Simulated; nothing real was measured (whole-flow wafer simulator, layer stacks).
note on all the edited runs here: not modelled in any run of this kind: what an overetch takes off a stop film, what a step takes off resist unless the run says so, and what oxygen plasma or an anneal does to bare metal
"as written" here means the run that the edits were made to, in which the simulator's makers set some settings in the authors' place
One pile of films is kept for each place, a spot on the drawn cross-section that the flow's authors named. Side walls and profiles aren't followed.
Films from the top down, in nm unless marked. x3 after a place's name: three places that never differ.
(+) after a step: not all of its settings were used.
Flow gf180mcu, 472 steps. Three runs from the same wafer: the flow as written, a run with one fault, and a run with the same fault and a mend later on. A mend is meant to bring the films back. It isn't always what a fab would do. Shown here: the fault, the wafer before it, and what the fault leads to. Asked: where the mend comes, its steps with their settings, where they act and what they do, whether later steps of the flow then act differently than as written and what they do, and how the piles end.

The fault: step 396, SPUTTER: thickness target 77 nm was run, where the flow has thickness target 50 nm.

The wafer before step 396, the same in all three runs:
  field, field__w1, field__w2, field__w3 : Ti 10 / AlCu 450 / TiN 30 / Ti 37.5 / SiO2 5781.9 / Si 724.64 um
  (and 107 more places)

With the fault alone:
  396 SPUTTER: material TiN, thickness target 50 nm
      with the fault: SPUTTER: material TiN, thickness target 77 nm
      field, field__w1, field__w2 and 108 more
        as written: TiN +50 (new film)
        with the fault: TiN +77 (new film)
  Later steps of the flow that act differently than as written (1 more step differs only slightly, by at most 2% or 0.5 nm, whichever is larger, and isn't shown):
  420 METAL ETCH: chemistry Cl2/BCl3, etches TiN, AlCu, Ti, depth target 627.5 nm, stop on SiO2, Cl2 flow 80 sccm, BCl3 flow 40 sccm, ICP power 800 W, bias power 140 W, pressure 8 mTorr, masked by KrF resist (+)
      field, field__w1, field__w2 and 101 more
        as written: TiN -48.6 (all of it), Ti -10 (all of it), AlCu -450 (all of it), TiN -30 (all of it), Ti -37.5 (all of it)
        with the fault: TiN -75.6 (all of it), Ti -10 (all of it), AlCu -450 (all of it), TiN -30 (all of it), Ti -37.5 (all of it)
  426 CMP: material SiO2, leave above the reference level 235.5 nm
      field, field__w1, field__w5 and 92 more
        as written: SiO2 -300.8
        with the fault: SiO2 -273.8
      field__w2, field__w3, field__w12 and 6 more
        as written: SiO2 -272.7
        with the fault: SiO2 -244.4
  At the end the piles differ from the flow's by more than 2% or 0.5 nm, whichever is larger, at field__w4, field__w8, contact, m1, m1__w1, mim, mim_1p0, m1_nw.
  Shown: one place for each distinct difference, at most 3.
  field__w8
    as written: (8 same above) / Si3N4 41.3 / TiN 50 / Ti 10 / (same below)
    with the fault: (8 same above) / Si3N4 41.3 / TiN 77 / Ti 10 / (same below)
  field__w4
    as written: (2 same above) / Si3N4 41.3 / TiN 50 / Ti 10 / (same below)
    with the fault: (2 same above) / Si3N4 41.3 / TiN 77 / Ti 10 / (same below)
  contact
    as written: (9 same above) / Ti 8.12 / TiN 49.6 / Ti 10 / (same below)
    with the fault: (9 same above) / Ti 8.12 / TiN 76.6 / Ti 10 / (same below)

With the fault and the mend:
  The mend comes after step 396.
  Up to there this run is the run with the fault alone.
  396a METAL ETCH: chemistry Cl2/BCl3, etches TiN, AlCu, Ti, depth target 27 nm, Cl2 flow 80 sccm, BCl3 flow 40 sccm, ICP power 800 W, bias power 140 W, pressure 8 mTorr (the flow's step 260 once more, with other settings)
      field, field__w1, field__w2 and 108 more
        TiN -27
  No later step of the flow acts differently than as written at any place that is followed.
  At the end the piles are the same as the flow's at every place that both follow.
